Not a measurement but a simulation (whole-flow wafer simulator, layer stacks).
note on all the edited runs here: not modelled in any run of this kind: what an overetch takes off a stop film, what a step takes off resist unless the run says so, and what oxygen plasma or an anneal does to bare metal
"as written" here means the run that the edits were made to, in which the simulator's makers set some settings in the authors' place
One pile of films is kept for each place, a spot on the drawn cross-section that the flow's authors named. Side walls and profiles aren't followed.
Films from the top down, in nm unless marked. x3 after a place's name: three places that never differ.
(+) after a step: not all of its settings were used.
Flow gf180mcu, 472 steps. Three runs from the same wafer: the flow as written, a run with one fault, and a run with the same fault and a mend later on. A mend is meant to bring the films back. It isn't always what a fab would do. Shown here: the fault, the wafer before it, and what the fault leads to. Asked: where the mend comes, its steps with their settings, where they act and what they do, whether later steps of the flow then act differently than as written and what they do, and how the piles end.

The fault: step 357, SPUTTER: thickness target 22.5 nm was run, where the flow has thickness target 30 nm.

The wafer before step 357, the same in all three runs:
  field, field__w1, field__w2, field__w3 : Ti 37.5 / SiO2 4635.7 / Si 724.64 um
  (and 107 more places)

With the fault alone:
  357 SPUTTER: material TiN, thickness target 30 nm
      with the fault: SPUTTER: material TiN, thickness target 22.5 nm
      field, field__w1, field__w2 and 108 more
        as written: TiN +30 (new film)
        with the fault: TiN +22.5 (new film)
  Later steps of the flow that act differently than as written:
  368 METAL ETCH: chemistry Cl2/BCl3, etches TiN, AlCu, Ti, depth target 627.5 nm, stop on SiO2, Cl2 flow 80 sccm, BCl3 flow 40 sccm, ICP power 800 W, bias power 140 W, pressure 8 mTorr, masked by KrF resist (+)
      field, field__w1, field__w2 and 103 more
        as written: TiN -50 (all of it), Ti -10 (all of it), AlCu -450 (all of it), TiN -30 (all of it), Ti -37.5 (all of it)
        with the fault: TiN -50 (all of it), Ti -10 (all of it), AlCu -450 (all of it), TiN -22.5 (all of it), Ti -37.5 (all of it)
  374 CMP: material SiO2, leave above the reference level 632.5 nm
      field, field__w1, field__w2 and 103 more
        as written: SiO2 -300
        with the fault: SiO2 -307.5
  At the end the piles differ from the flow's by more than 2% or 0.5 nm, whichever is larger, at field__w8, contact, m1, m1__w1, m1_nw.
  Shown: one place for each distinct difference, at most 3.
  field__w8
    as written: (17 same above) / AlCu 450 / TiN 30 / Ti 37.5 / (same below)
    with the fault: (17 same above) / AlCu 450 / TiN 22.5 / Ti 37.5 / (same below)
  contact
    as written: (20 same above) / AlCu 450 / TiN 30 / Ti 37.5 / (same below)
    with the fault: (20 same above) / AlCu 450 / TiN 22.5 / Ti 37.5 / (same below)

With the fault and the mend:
  The mend comes after step 357.
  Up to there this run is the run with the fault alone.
  357a SPUTTER: material TiN, thickness target 7.5 nm (the flow's step 357 once more, with other settings)
      field, field__w1, field__w2 and 108 more
        TiN +7.5
  No later step of the flow acts differently than as written at any place that is followed.
  At the end the piles are the same as the flow's at every place that both follow.
